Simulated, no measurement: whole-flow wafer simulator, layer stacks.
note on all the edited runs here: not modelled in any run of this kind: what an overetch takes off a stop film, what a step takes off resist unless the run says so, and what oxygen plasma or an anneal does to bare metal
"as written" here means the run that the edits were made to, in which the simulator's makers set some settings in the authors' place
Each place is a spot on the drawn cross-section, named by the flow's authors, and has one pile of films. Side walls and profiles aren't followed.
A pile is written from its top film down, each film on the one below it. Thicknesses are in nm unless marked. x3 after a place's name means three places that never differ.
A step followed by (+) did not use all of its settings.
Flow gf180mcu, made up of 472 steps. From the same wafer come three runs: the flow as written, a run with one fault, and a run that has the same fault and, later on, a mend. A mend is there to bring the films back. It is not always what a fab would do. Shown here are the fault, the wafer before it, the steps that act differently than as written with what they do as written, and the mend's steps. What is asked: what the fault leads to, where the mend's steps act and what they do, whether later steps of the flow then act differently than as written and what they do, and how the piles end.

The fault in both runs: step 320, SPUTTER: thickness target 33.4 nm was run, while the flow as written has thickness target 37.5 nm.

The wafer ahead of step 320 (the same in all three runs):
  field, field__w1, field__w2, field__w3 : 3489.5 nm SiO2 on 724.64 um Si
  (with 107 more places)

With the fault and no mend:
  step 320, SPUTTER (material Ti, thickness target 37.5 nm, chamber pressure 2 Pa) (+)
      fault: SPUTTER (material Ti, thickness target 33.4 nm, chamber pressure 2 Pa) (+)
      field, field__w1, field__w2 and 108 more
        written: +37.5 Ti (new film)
        fault: +33.4 Ti (new film)
  Steps later in the flow that act otherwise than as written (1 other step is not shown; it differs only slightly, by no more than 2% or 0.5 nm, whichever is larger):
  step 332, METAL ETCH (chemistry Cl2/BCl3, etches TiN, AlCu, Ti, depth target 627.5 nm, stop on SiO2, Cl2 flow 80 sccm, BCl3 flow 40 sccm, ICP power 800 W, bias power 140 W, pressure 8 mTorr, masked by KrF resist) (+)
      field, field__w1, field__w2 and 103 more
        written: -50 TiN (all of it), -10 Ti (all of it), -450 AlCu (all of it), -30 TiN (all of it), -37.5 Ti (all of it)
        fault: -50 TiN (all of it), -10 Ti (all of it), -450 AlCu (all of it), -30 TiN (all of it), -33.4 Ti (all of it)
  The piles end different from the flow's at field__w8, contact, m1, m1__w1, m1_nw by more than 2% or 0.5 nm, whichever is larger.
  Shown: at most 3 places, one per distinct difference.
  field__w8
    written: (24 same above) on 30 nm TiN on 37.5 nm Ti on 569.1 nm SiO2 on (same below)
    fault: (24 same above) on 30 nm TiN on 33.4 nm Ti on 569.1 nm SiO2 on (same below)
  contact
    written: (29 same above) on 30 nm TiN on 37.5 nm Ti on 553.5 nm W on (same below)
    fault: (29 same above) on 30 nm TiN on 33.4 nm Ti on 553.5 nm W on (same below)

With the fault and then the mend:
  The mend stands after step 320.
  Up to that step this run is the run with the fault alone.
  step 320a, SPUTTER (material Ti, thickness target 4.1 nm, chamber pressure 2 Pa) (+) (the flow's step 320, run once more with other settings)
      field, field__w1, field__w2 and 108 more
        +4.1 Ti
  Later steps of the flow that are run all act as written at every place that is followed.
  By the end, the piles equal the flow's at every place that both follow.
